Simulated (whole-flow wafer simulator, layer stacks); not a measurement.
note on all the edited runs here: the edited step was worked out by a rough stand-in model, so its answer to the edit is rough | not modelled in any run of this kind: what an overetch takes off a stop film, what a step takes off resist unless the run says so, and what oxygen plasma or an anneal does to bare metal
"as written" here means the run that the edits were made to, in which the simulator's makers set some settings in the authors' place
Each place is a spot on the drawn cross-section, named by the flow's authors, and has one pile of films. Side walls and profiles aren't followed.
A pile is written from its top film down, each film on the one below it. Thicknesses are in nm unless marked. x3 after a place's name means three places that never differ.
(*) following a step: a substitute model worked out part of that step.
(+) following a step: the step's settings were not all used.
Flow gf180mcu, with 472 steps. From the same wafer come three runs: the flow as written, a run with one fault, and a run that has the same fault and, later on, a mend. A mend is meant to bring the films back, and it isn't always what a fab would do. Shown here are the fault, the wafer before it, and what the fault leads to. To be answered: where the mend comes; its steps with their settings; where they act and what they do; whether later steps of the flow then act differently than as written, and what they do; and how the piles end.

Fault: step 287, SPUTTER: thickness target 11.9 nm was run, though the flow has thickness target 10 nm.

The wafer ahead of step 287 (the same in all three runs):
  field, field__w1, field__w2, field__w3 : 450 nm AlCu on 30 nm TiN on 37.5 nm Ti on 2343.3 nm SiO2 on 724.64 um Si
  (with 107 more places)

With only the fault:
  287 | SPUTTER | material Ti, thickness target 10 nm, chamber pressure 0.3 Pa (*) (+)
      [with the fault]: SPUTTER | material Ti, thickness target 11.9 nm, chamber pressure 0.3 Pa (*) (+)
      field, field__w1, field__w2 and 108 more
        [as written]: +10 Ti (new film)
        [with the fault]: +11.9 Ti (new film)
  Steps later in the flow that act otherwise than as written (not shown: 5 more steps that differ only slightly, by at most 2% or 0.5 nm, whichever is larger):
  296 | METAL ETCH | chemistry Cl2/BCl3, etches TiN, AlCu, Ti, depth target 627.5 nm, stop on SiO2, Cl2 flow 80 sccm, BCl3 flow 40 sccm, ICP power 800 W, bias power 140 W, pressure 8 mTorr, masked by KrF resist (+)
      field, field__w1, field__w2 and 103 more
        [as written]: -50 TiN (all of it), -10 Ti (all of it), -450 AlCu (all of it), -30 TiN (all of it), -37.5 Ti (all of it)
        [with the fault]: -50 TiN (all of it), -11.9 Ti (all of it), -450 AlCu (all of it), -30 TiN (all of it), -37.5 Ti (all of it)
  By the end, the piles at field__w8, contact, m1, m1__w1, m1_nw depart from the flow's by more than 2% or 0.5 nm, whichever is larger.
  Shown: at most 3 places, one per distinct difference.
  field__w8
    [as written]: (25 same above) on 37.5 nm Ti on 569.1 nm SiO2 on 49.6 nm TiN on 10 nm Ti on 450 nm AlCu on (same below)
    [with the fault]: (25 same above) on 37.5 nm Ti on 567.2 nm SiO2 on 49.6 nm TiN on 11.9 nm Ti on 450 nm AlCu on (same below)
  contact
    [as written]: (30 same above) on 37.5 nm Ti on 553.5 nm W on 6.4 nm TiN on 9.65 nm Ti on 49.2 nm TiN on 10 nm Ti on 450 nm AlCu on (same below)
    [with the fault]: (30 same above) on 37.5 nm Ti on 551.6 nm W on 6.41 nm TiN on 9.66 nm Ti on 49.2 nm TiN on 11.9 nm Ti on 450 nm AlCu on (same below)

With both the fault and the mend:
  The mend stands after step 287.
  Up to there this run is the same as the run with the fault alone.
  287a | METAL ETCH | chemistry Cl2/BCl3, etches TiN, AlCu, Ti, depth target 1.9 nm, Cl2 flow 80 sccm, BCl3 flow 40 sccm, ICP power 800 W, bias power 140 W, pressure 8 mTorr (the flow's step 260 again, with other settings)
      field, field__w1, field__w2 and 108 more
        -1.9 Ti
  None of the later steps of the flow acts differently than as written at any place that is followed.
  By the end, the piles equal the flow's at every place that both follow.
